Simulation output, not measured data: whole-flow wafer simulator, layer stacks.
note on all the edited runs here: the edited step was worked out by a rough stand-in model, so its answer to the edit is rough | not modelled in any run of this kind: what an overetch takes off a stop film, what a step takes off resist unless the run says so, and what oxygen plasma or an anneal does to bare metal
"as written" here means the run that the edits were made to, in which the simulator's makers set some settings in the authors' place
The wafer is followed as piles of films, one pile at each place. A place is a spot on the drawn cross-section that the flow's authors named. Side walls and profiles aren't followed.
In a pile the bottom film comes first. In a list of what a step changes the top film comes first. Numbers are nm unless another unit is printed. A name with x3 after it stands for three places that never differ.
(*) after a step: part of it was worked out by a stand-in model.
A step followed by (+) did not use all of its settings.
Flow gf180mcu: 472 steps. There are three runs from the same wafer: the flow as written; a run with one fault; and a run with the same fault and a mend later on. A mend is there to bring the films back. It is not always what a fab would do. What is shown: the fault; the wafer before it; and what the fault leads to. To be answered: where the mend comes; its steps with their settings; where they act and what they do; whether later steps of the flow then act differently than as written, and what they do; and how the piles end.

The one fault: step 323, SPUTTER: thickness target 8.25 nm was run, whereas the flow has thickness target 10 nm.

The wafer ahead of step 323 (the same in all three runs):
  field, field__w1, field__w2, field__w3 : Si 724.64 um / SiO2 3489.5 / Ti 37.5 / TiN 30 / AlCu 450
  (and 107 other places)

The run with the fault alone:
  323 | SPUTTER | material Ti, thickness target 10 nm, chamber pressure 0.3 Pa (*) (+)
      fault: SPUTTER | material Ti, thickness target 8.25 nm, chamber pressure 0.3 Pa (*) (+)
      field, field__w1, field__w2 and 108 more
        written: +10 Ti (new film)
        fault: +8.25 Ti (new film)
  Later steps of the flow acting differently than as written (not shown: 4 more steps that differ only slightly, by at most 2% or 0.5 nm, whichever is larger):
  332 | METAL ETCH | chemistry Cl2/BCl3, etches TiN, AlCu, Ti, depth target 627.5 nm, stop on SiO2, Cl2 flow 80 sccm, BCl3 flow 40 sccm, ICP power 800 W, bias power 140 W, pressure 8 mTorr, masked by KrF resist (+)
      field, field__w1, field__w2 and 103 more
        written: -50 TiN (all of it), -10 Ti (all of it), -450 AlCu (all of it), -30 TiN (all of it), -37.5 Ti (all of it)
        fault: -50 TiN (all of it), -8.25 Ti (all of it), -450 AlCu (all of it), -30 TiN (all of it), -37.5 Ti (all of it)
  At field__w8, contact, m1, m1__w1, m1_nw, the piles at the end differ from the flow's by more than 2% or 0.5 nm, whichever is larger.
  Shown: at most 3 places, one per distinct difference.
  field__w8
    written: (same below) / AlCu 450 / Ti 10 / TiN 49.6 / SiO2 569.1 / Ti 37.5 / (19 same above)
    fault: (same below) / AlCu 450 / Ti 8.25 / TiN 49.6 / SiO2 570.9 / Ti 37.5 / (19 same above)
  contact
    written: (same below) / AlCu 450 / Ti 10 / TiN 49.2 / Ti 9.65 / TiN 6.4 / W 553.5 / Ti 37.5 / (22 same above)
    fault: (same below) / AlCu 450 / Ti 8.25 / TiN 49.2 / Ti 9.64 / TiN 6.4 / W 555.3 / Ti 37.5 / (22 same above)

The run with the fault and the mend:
  The mend follows step 323.
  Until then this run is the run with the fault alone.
  323a | SPUTTER | material Ti, thickness target 1.75 nm, chamber pressure 0.3 Pa (*) (+) (the flow's step 323, run once more with other settings)
      field, field__w1, field__w2 and 108 more
        +1.75 Ti
  None of the later steps of the flow acts differently than as written at any place that is followed.
  The piles end the same as the flow's at every place that both follow.
